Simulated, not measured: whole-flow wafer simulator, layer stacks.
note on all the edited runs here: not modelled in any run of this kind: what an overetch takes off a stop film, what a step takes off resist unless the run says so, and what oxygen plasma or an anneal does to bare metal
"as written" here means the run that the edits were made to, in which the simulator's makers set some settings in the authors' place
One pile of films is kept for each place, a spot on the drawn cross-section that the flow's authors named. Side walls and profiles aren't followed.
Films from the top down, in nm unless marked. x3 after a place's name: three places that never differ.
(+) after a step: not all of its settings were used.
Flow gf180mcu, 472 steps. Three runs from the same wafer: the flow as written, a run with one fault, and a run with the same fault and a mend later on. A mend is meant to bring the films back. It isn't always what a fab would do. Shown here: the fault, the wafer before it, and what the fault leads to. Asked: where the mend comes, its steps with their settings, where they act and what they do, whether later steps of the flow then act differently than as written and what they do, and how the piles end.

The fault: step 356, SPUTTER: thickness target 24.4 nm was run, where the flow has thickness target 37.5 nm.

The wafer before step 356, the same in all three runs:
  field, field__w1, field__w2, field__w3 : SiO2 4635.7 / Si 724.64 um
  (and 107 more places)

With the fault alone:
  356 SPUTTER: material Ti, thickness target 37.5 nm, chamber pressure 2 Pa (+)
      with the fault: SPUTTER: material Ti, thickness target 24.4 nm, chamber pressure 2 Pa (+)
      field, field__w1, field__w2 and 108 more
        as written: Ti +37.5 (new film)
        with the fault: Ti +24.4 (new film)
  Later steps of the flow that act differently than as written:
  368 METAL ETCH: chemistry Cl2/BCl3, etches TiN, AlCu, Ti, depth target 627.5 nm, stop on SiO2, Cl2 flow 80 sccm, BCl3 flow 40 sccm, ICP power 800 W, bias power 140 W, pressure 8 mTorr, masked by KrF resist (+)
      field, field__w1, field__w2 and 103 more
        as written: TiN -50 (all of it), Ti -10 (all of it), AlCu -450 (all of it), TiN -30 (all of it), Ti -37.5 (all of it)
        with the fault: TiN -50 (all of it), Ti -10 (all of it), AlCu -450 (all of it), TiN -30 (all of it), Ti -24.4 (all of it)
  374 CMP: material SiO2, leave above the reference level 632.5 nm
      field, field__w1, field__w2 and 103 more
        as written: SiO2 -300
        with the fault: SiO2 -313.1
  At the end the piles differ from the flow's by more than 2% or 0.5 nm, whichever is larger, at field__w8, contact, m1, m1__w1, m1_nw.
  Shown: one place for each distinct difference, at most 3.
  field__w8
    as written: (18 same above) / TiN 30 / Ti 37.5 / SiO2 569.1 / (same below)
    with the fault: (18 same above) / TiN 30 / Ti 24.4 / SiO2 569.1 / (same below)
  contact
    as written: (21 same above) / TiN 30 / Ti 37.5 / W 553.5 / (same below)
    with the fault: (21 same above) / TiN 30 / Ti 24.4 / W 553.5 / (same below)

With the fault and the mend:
  The mend comes after step 356.
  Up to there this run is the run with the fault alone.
  356a SPUTTER: material Ti, thickness target 13.1 nm, chamber pressure 2 Pa (+) (the flow's step 356 once more, with other settings)
      field, field__w1, field__w2 and 108 more
        Ti +13.1
  No later step of the flow acts differently than as written at any place that is followed.
  At the end the piles are the same as the flow's at every place that both follow.
